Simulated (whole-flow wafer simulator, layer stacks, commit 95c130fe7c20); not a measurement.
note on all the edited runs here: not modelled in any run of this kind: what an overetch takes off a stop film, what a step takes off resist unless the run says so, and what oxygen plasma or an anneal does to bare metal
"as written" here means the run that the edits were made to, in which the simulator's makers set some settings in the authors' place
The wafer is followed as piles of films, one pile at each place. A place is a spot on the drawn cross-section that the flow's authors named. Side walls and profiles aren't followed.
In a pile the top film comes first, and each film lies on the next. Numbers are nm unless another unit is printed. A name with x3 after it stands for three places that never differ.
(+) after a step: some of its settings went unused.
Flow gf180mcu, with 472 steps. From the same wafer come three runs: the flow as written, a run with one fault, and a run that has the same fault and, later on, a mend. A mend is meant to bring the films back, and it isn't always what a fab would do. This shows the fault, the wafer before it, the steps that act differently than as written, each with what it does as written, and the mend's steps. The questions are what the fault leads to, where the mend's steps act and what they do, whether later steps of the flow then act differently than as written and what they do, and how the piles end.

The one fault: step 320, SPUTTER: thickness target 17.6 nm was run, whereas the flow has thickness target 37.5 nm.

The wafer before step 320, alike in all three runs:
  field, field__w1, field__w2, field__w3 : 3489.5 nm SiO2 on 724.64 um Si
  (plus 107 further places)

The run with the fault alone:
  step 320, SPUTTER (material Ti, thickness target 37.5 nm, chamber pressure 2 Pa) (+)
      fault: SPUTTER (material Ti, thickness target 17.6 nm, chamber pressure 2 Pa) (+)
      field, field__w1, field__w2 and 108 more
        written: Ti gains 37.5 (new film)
        fault: Ti gains 17.6 (new film)
  Later steps of the flow acting differently than as written:
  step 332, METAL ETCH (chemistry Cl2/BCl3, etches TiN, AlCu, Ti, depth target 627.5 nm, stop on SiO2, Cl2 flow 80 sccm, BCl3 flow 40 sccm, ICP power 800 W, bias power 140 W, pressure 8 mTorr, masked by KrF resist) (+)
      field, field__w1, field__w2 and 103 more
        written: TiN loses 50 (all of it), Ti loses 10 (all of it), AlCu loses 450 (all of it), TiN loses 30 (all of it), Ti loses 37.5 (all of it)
        fault: TiN loses 50 (all of it), Ti loses 10 (all of it), AlCu loses 450 (all of it), TiN loses 30 (all of it), Ti loses 17.6 (all of it)
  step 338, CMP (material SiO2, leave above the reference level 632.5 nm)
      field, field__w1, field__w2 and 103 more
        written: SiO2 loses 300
        fault: SiO2 loses 319.9
  At field__w8, contact, m1, m1__w1, m1_nw, the piles at the end differ from the flow's by more than 2% or 0.5 nm, whichever is larger.
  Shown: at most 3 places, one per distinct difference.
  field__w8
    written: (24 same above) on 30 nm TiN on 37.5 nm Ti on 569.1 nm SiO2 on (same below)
    fault: (24 same above) on 30 nm TiN on 17.6 nm Ti on 569.1 nm SiO2 on (same below)
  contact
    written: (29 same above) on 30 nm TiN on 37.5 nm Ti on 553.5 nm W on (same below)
    fault: (29 same above) on 30 nm TiN on 17.6 nm Ti on 553.5 nm W on (same below)

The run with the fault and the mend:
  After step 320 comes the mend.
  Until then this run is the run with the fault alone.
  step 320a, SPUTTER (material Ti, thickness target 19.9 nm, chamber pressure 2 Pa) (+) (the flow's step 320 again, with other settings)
      field, field__w1, field__w2 and 108 more
        Ti gains 19.9
  None of the later steps of the flow acts differently than as written at any place that is followed.
  The piles end the same as the flow's at every place that both follow.
